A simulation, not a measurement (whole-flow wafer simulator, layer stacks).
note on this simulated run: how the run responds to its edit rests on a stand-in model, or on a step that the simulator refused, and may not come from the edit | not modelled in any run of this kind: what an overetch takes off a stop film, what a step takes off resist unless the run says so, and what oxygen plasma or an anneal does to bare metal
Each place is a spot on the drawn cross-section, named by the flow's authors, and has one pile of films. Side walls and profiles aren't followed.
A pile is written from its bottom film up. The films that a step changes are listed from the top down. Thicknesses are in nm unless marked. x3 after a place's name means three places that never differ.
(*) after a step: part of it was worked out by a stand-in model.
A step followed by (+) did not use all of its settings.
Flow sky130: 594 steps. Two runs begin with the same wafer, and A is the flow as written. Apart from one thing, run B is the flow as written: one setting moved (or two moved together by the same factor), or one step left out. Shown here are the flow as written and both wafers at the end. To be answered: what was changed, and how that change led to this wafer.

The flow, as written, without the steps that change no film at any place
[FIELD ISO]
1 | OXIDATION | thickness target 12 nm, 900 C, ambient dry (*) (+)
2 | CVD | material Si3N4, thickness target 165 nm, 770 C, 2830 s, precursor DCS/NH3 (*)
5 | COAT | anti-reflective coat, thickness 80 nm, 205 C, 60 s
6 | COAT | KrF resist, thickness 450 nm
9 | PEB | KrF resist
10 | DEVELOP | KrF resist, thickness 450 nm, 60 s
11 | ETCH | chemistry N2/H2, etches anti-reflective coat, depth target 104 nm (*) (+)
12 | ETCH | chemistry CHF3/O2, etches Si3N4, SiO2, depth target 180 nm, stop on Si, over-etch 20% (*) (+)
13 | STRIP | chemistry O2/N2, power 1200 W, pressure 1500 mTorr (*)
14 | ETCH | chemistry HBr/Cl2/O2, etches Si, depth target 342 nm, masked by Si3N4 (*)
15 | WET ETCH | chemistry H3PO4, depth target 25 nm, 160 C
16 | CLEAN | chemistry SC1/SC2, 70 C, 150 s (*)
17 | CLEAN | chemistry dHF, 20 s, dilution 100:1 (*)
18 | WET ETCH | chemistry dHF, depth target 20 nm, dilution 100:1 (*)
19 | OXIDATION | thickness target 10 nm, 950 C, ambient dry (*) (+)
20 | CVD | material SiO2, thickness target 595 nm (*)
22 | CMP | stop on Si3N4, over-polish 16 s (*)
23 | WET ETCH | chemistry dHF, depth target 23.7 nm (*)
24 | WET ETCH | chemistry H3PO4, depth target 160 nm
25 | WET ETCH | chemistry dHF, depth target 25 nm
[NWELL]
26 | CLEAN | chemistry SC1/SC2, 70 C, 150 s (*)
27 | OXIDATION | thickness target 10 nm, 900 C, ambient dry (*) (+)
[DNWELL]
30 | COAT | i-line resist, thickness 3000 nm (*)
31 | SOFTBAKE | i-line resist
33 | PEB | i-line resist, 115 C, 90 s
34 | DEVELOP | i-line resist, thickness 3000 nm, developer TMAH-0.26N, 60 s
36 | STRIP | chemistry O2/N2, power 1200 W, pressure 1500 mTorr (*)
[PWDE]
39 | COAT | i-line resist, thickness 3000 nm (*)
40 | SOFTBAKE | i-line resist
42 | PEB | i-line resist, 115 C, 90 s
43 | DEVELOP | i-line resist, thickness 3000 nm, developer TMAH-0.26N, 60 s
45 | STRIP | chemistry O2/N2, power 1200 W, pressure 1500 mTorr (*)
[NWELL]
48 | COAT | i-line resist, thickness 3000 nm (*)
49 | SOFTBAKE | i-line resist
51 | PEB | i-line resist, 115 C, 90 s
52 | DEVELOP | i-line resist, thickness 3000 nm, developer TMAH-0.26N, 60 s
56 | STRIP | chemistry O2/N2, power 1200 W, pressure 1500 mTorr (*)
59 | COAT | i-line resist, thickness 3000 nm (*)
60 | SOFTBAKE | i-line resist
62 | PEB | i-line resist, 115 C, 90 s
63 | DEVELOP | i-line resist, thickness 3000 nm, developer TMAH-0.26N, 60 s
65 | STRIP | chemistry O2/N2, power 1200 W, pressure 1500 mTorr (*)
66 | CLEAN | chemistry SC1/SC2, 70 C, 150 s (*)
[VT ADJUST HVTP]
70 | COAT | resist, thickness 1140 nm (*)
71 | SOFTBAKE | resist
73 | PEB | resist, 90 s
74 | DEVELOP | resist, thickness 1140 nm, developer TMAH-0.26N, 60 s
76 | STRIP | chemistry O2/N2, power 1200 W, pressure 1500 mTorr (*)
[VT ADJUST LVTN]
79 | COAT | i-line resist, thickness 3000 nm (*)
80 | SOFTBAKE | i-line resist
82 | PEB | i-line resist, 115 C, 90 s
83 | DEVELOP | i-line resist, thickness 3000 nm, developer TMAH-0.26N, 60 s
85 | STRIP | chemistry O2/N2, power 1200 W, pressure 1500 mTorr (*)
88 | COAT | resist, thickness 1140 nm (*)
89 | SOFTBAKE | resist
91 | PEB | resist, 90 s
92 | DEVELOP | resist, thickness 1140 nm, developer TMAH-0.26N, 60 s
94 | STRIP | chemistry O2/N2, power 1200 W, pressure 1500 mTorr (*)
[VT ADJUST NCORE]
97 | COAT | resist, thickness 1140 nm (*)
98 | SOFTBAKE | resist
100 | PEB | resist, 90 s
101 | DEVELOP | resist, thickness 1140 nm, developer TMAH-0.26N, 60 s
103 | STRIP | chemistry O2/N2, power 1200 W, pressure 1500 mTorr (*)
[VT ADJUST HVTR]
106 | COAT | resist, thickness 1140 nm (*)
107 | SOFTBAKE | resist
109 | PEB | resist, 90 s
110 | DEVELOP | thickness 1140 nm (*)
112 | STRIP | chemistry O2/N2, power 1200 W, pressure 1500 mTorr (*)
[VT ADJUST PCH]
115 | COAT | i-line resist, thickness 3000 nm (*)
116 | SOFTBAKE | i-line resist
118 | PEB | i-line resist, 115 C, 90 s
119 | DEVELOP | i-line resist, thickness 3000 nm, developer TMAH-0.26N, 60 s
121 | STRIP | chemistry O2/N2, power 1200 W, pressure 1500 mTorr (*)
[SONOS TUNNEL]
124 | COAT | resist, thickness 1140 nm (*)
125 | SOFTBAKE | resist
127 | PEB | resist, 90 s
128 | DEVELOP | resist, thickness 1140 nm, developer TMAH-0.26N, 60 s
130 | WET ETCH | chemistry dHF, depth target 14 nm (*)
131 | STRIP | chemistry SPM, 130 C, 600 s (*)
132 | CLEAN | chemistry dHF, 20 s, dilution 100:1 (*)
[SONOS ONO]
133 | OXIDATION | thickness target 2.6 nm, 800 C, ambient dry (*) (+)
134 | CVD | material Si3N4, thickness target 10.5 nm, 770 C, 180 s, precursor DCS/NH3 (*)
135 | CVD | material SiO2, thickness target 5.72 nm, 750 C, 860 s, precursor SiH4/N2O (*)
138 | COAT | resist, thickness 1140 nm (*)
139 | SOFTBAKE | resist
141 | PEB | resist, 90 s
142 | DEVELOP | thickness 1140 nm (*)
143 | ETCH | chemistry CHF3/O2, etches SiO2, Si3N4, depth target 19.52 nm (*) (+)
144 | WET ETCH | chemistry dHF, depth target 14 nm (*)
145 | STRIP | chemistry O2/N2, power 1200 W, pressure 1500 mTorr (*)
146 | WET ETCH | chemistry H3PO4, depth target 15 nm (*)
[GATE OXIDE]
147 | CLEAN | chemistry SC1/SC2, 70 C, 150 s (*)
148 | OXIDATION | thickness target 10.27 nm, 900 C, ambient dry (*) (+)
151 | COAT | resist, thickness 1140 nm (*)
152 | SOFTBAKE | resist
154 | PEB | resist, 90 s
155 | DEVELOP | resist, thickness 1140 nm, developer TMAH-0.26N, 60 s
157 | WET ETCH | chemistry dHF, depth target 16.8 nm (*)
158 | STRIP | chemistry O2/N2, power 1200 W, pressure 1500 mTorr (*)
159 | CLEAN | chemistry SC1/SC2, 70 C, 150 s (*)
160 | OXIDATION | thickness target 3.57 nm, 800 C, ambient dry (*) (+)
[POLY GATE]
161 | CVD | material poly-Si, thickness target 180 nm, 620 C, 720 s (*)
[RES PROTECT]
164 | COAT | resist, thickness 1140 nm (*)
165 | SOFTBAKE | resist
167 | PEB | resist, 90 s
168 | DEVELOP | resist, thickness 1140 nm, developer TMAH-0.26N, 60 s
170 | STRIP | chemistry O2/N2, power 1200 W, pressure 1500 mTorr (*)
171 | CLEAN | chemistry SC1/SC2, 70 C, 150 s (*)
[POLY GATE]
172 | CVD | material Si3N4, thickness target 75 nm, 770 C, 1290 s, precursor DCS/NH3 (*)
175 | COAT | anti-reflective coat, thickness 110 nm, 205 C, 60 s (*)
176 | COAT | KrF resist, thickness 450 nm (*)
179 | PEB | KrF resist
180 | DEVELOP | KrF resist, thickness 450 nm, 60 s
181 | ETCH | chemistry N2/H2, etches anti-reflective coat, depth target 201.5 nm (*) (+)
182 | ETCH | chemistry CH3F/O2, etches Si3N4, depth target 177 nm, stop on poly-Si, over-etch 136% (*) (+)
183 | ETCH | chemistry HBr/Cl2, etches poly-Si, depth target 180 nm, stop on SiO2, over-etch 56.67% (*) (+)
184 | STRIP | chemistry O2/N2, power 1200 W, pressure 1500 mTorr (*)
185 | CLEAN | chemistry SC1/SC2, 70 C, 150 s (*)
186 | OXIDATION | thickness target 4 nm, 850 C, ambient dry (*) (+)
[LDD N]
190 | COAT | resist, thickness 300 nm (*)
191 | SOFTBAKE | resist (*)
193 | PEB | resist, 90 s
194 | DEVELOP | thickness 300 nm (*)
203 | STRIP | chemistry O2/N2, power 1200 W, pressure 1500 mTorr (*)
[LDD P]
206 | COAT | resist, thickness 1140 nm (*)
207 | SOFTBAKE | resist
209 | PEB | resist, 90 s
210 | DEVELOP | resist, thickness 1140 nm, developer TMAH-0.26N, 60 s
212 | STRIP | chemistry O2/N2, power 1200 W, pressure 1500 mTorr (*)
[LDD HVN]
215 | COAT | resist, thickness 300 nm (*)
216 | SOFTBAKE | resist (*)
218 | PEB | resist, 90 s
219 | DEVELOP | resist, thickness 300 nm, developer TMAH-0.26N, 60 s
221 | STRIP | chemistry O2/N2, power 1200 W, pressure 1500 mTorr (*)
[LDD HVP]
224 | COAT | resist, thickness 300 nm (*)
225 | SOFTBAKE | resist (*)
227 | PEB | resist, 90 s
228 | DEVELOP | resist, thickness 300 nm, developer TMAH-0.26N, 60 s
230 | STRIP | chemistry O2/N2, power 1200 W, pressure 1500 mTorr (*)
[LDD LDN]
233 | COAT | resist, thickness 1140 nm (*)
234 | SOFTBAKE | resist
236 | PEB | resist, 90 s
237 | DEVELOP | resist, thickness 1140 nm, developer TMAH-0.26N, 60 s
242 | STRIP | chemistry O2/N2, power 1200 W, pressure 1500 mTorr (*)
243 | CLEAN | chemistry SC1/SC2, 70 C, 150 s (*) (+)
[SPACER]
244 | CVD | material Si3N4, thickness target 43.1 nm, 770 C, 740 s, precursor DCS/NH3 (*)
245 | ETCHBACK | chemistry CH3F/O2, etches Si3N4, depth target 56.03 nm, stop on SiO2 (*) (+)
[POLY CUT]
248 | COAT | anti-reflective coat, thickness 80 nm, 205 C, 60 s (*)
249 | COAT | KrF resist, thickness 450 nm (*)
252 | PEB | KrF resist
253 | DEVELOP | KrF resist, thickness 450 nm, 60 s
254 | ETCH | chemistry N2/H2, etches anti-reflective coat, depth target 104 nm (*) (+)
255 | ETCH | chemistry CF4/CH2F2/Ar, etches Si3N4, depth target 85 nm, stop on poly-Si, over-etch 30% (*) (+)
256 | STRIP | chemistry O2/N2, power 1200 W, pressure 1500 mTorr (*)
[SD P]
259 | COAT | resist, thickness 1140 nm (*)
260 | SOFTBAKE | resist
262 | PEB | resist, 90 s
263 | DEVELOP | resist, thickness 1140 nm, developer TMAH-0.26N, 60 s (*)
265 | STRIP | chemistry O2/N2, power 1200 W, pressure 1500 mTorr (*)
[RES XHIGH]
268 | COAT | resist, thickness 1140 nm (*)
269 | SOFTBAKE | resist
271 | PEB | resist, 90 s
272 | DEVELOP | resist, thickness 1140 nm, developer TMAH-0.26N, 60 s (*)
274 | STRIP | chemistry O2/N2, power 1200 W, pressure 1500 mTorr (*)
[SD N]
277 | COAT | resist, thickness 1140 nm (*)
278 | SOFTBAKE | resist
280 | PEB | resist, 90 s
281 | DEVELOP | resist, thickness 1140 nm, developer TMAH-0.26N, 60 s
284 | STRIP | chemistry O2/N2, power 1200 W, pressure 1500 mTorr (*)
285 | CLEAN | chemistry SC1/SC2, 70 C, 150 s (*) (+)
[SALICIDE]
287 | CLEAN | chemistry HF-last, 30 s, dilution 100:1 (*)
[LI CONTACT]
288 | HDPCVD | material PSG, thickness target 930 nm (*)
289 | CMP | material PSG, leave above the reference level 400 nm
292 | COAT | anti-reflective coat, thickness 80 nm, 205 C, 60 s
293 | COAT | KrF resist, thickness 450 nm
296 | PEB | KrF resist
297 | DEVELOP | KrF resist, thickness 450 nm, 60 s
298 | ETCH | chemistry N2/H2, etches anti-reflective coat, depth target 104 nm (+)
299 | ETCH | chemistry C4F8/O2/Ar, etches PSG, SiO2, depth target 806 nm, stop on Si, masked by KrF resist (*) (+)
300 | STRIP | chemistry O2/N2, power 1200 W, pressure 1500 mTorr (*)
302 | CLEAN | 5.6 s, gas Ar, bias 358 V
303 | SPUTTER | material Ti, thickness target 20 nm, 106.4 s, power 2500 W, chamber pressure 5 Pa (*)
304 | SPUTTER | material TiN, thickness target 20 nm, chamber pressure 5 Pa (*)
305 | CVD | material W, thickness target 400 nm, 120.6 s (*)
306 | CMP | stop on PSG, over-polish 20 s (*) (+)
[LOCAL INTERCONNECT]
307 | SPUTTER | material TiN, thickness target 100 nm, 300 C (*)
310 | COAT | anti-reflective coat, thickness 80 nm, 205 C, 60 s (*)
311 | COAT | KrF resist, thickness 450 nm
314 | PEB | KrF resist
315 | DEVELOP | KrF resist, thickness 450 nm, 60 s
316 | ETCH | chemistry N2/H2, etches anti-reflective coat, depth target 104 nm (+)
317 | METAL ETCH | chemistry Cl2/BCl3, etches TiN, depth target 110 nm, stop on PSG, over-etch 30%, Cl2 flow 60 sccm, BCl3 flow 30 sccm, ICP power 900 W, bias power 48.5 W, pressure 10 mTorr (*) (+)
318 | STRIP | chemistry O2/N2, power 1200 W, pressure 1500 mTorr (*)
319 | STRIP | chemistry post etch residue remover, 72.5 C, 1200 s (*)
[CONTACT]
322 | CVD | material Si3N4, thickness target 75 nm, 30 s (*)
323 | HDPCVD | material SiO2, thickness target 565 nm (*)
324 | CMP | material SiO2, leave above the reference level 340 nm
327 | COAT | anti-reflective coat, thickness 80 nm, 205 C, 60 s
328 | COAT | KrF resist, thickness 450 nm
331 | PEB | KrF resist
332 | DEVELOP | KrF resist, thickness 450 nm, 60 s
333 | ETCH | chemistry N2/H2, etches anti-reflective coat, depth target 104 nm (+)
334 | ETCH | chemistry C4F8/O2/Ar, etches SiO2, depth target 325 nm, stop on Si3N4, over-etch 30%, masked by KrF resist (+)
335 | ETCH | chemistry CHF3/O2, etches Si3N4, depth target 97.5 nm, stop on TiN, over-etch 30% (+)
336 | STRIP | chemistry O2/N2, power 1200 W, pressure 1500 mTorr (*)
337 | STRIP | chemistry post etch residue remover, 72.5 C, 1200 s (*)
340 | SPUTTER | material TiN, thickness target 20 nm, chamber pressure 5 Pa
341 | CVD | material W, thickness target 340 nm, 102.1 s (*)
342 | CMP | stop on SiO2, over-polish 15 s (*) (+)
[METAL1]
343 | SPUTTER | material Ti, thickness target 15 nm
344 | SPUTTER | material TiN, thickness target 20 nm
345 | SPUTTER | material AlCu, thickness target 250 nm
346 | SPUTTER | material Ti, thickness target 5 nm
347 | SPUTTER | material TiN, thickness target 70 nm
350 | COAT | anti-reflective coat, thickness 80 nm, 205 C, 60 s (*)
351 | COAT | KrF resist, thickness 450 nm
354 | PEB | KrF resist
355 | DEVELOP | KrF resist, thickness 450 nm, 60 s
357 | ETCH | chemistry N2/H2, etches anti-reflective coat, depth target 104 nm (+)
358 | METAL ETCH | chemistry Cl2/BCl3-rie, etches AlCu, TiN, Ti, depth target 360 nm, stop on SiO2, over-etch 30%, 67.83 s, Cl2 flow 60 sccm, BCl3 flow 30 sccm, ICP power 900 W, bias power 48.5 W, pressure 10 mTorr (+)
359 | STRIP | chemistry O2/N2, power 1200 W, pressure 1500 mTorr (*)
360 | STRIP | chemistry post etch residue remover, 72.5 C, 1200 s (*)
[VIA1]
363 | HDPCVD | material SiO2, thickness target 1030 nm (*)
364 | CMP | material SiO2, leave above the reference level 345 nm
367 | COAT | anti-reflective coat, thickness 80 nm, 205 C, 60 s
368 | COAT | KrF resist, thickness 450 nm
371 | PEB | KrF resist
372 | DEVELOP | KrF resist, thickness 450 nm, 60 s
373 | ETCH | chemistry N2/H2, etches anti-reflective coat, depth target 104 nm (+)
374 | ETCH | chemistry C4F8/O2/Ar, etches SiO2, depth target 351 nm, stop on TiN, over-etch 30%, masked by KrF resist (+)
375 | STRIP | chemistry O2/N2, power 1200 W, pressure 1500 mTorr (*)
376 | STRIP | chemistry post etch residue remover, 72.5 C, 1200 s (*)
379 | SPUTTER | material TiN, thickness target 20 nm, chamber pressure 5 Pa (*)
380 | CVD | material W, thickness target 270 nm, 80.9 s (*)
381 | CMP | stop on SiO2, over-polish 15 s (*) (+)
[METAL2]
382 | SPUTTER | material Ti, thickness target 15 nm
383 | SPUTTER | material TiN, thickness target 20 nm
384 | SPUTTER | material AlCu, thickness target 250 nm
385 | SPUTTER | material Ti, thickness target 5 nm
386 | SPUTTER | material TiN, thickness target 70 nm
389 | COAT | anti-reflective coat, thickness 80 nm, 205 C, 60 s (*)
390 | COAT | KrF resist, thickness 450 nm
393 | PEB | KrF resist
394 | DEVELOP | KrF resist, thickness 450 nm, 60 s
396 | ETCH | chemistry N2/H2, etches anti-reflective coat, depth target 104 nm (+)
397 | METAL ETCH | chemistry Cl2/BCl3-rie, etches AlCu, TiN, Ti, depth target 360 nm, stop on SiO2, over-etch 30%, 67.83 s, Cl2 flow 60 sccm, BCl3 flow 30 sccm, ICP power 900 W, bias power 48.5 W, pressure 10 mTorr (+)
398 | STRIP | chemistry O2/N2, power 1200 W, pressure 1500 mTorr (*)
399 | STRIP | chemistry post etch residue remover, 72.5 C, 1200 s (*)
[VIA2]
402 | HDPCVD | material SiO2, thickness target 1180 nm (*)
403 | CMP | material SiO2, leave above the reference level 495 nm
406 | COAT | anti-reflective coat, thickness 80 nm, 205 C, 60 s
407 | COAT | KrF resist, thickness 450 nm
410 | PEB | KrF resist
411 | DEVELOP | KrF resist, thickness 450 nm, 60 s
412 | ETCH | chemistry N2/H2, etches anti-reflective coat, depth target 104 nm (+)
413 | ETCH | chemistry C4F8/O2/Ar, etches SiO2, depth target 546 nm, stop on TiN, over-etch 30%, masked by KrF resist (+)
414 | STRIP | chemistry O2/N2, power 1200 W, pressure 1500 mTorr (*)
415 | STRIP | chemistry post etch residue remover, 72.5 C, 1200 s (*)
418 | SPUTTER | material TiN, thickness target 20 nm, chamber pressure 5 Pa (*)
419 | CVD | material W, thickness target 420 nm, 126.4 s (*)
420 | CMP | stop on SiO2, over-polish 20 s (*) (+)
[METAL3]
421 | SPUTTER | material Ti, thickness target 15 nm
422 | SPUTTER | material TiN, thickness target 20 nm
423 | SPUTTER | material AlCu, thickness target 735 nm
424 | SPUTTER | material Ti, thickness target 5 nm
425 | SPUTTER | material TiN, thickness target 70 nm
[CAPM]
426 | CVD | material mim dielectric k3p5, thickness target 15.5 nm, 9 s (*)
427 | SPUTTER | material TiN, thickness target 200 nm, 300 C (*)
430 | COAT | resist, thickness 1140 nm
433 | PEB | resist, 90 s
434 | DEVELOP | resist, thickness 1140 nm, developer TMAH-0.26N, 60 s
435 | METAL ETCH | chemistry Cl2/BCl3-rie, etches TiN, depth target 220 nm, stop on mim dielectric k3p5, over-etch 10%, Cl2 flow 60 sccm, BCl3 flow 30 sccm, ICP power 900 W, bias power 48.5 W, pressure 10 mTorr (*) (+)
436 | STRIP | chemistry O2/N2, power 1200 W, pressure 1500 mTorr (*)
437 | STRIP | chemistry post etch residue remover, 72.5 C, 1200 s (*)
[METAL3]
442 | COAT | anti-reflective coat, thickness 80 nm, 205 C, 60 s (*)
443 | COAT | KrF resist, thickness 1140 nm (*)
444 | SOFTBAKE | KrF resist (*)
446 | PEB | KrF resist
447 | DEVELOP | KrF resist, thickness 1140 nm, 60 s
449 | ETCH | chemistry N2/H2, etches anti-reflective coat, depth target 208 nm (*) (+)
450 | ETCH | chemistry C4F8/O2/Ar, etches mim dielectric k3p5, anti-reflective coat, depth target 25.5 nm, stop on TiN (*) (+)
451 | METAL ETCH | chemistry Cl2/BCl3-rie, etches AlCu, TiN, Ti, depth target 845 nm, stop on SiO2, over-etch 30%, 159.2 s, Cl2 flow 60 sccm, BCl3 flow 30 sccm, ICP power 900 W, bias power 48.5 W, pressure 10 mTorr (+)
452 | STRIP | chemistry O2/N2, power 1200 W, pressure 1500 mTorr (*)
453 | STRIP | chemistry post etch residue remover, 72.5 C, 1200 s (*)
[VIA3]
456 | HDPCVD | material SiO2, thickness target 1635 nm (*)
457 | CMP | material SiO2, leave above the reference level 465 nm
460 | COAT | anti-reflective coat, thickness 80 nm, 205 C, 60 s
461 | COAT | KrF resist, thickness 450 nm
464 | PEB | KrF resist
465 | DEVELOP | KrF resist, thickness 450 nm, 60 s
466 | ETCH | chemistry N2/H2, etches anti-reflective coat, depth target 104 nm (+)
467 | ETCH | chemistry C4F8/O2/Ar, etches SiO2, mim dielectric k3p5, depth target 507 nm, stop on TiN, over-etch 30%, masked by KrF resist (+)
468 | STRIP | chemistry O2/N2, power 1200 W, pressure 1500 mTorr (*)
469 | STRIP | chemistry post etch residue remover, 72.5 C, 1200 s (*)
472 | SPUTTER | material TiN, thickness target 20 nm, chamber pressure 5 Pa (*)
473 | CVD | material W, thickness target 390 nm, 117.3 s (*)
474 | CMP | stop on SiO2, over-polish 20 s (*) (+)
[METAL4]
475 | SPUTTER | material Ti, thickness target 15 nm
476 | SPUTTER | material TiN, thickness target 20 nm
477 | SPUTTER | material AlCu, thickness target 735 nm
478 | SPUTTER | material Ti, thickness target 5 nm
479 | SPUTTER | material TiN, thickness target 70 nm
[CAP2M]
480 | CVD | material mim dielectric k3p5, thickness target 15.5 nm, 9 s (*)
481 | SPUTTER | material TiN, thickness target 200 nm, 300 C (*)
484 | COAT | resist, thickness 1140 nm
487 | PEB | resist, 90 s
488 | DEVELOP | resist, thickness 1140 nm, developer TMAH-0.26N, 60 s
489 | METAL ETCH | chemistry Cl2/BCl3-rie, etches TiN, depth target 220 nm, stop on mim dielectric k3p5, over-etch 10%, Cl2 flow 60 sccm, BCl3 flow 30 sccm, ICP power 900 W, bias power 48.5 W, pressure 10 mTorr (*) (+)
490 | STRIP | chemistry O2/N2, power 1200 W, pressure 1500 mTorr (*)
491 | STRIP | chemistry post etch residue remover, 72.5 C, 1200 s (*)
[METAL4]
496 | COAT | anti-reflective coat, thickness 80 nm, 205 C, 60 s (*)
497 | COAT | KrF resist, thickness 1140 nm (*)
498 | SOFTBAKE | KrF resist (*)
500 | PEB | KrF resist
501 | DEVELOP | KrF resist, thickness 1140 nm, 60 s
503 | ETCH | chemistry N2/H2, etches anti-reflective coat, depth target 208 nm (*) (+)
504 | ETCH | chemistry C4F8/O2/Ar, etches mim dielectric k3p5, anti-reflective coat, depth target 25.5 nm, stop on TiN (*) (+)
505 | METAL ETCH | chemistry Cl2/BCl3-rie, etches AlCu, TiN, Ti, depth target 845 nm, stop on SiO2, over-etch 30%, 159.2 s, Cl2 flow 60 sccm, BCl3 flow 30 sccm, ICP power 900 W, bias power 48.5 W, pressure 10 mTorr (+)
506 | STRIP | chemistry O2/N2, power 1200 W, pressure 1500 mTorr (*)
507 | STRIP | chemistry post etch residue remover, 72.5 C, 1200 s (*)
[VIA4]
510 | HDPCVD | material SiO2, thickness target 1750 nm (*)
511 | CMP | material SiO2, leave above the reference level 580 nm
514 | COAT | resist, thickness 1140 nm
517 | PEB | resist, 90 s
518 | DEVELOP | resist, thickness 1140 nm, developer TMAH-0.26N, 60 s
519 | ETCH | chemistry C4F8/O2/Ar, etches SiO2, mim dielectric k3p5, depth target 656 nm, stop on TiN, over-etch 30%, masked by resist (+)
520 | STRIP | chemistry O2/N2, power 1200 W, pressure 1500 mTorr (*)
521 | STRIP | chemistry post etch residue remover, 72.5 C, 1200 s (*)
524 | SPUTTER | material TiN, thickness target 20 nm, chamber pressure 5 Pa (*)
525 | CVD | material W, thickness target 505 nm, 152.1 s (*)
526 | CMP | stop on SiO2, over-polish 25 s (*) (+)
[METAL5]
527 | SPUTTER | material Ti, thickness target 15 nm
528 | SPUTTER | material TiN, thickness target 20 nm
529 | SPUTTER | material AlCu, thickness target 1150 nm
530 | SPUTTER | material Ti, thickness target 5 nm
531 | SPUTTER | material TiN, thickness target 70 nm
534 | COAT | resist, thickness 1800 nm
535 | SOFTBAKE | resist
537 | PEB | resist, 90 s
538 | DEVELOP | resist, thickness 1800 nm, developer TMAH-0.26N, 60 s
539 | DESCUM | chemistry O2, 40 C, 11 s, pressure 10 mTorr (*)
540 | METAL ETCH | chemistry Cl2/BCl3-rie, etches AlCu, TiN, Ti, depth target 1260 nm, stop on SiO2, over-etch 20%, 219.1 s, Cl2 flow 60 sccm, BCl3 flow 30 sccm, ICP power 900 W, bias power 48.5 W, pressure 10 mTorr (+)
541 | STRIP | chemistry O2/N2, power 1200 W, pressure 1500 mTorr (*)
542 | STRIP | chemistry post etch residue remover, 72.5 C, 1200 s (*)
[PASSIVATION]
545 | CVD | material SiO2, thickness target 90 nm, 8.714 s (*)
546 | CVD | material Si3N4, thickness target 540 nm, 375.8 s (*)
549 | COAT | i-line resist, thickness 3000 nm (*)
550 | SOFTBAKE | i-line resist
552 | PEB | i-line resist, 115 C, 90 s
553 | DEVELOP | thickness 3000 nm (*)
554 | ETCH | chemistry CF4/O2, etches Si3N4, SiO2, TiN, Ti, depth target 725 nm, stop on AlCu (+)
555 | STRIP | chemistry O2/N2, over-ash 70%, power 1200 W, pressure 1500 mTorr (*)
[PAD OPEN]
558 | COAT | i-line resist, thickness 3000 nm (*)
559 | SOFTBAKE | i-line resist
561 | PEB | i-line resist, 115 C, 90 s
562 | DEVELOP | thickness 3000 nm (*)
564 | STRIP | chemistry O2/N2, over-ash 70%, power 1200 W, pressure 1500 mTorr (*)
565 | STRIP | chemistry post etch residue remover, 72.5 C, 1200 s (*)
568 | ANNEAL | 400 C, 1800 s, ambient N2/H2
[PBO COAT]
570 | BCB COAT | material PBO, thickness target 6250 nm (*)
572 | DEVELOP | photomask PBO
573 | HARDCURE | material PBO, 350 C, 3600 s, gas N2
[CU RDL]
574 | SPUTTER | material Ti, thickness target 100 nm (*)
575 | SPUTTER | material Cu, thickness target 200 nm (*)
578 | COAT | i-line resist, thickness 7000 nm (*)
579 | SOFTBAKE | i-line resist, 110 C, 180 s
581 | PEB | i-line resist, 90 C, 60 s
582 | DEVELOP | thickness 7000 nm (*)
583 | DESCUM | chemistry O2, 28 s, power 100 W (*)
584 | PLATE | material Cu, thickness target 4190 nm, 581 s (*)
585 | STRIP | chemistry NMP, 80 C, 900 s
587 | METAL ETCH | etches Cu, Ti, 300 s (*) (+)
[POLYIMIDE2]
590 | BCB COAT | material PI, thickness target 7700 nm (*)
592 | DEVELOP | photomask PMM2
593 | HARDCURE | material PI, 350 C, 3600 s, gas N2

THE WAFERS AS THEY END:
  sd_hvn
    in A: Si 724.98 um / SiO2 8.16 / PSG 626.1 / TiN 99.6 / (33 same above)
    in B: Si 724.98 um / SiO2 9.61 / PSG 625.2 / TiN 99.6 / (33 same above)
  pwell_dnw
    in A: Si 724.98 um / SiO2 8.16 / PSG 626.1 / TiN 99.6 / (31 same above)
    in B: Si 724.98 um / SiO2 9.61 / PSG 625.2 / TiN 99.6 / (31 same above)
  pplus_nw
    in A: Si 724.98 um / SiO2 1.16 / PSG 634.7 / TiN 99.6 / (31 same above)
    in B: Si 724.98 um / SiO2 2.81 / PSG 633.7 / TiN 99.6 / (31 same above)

The reason: step 185, CLEAN: chemistry SC1/SC2, 70 C, 150 s (*), was not run.

The path from the change to this, step by step:
  186 | OXIDATION | thickness target 4 nm, 850 C, ambient dry (*) (+)
      active, p_well, spacer and 26 more: A +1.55 SiO2, -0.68 Si | B +2.87 SiO2, -1.26 Si
      pwell_dnw, sd_hvn, dext_ntap_nw and 17 more: A +1.12 SiO2, -0.49 Si | B +2.23 SiO2, -0.98 Si
      (as well as at 1 more place)
  248 | COAT | anti-reflective coat, thickness 80 nm, 205 C, 60 s (*)
      gate_p_g5v0: A +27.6 anti-reflective coat (new film) | B +28.3 anti-reflective coat (new film)
  256 | STRIP | chemistry O2/N2, power 1200 W, pressure 1500 mTorr (*)
      gate_p_g5v0: A -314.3 KrF resist (all of it), -27.6 anti-reflective coat (all of it) | B -314.1 KrF resist (all of it), -28.3 anti-reflective coat (all of it)
  299 | ETCH | chemistry C4F8/O2/Ar, etches PSG, SiO2, depth target 806 nm, stop on Si, masked by KrF resist (*) (+)
      contact, ndiff_licon, ndiff_licon_cpp: A -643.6 PSG (all of it), -1.16 SiO2 (all of it) | B -642.6 PSG (all of it), -2.81 SiO2 (all of it)
  303 | SPUTTER | material Ti, thickness target 20 nm, 106.4 s, power 2500 W, chamber pressure 5 Pa (*)
      ndiff_licon_cpp: A +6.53 Ti (new film) | B +7.23 Ti (new film)
